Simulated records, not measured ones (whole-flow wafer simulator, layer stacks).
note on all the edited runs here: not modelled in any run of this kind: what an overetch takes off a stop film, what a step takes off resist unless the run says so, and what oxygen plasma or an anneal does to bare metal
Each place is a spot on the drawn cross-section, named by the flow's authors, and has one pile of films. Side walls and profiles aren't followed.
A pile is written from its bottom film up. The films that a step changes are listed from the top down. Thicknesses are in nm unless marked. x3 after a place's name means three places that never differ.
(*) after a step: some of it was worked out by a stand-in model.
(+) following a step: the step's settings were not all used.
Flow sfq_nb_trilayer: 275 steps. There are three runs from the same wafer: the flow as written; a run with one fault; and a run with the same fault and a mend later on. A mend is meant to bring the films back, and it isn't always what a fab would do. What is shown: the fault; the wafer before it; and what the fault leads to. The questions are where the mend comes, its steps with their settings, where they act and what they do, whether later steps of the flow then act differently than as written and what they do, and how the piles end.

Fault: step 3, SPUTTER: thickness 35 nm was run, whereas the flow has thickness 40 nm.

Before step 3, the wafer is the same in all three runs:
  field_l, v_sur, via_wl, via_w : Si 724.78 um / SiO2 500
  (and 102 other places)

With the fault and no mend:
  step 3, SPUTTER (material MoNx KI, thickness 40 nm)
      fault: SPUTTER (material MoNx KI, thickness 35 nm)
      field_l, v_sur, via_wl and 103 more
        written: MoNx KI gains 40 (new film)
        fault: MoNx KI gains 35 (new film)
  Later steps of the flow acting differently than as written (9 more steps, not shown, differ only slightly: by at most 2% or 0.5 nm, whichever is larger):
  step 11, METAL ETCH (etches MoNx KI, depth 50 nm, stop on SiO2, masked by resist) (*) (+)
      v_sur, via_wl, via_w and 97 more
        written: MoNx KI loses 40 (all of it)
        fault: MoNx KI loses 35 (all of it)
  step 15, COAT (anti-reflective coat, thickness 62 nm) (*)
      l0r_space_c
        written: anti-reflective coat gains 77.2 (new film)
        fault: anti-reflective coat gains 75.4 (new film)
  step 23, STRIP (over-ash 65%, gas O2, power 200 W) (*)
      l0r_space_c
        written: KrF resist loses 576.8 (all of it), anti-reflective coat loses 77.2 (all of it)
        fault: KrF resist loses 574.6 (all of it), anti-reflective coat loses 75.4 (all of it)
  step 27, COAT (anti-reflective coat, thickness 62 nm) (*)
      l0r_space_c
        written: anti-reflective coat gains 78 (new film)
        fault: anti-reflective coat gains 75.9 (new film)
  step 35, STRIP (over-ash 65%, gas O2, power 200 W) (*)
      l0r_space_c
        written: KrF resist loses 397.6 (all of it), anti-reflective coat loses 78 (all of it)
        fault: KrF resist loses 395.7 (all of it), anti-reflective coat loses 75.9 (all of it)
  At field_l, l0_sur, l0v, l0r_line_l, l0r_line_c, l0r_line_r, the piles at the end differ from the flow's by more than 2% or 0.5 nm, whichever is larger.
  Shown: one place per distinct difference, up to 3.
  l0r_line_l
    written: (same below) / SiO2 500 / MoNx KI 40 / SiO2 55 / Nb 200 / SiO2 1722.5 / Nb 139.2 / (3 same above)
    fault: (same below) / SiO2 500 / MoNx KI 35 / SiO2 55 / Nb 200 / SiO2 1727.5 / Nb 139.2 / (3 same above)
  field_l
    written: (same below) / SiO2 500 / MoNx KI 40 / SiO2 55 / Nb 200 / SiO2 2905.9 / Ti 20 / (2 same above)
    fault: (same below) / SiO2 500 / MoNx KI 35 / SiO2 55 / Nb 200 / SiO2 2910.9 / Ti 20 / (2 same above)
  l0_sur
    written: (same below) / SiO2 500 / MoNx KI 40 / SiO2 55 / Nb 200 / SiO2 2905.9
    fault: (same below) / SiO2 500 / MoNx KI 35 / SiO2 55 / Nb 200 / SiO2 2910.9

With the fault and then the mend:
  The mend stands after step 3.
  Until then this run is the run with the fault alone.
  step 3a, SPUTTER (material MoNx KI, thickness 5 nm) (the flow's step 3 again, with other settings)
      field_l, v_sur, via_wl and 103 more
        MoNx KI gains 5
  None of the later steps of the flow acts differently than as written at any place that is followed.
  At every place that both follow, the piles at the end match the flow's.
